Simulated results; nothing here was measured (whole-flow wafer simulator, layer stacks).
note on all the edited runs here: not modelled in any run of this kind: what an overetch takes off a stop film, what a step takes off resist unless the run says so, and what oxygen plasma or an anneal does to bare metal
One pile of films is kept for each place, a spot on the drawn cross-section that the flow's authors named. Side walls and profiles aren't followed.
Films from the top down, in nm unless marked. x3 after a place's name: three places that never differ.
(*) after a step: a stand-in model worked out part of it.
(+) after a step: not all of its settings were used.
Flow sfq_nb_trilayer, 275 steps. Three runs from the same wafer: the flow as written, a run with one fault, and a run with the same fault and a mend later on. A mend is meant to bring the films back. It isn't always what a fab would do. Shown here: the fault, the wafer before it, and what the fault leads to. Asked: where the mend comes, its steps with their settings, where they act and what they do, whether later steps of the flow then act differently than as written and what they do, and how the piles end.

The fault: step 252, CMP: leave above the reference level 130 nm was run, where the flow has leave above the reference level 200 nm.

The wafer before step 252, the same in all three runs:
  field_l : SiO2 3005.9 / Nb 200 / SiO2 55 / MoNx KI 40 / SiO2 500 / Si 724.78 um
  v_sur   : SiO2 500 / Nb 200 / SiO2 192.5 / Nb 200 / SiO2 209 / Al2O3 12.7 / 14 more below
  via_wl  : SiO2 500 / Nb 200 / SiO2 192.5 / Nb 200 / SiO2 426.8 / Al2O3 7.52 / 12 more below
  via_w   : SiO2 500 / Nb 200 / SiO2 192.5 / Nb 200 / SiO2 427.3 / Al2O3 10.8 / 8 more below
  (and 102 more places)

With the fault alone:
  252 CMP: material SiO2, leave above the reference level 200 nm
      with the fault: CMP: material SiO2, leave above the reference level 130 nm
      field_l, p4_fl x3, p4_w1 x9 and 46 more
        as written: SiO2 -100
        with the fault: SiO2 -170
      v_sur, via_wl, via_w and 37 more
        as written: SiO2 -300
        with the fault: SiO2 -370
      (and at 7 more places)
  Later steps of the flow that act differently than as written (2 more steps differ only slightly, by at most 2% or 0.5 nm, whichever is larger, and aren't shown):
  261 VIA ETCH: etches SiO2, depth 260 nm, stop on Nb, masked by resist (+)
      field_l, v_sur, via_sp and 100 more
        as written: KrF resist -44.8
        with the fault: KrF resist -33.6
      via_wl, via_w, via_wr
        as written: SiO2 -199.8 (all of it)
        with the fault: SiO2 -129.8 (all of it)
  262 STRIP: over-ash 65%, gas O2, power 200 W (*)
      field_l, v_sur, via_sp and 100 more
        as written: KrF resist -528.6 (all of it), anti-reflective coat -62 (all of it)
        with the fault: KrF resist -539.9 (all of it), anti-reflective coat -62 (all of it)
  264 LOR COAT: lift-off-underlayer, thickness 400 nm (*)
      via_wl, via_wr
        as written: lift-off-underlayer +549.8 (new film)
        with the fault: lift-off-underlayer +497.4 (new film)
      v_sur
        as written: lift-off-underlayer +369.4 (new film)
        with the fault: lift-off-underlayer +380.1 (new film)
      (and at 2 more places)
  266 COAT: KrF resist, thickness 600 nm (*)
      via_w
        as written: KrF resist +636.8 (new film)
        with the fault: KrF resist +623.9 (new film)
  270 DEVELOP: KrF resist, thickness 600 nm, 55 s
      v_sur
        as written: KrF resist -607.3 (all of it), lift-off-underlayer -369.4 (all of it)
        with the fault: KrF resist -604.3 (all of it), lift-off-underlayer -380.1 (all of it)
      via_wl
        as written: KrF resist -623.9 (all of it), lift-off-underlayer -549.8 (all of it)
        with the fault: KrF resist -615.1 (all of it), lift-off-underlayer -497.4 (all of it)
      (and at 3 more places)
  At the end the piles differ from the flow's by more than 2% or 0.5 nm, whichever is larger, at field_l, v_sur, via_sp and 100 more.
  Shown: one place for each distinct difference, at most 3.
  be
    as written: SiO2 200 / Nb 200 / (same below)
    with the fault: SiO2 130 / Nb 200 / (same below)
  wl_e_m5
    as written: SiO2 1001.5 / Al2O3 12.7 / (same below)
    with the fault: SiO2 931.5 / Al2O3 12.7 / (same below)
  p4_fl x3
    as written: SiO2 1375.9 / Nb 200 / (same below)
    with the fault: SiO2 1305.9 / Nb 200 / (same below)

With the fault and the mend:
  The mend comes after step 259.
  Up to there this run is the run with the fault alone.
  259a STRIP: over-ash 65%, gas O2, power 200 W (*)
      field_l, v_sur, via_sp and 100 more
        KrF resist -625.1 (all of it), anti-reflective coat -62 (all of it)
      via_wl, via_w, via_wr
        anti-reflective coat -62 (all of it)
  259b PECVD: material SiO2, thickness 70 nm, 150 C, 15.56 s, RF power 183.3 W, pressure 2.4 Torr, precursor SiH4/N2O (the flow's step 251 once more, with other settings)
      field_l, v_sur, via_wl and 103 more
        SiO2 +70
  259c COAT: anti-reflective coat, thickness 62 nm (the flow's step 254 once more)
      field_l, v_sur, via_wl and 103 more
        anti-reflective coat +62 (new film)
  259d COAT: KrF resist, thickness 650 nm (the flow's step 255 once more)
      field_l, v_sur, via_wl and 103 more
        KrF resist +650 (new film)
  259e SOFTBAKE: KrF resist (the flow's step 256 once more)
      changes no film at any place that is followed
  259f EXPOSE: photomask I7, dose 11.93 mJ/cm2, NA 0.6, wavelength 248 nm (*) (the flow's step 257 once more)
      changes no film at any place that is followed
  259g PEB: KrF resist, 90 s (the flow's step 258 once more)
      field_l, v_sur, via_wl and 103 more
        KrF resist -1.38
  259h DEVELOP: KrF resist, thickness 650 nm, 60 s (the flow's step 259 once more)
      field_l, v_sur, via_sp and 100 more
        KrF resist -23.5
      via_wl, via_w, via_wr
        KrF resist -648.6 (all of it)
  No later step of the flow acts differently than as written at any place that is followed.
  At the end the piles are the same as the flow's at every place that both follow.
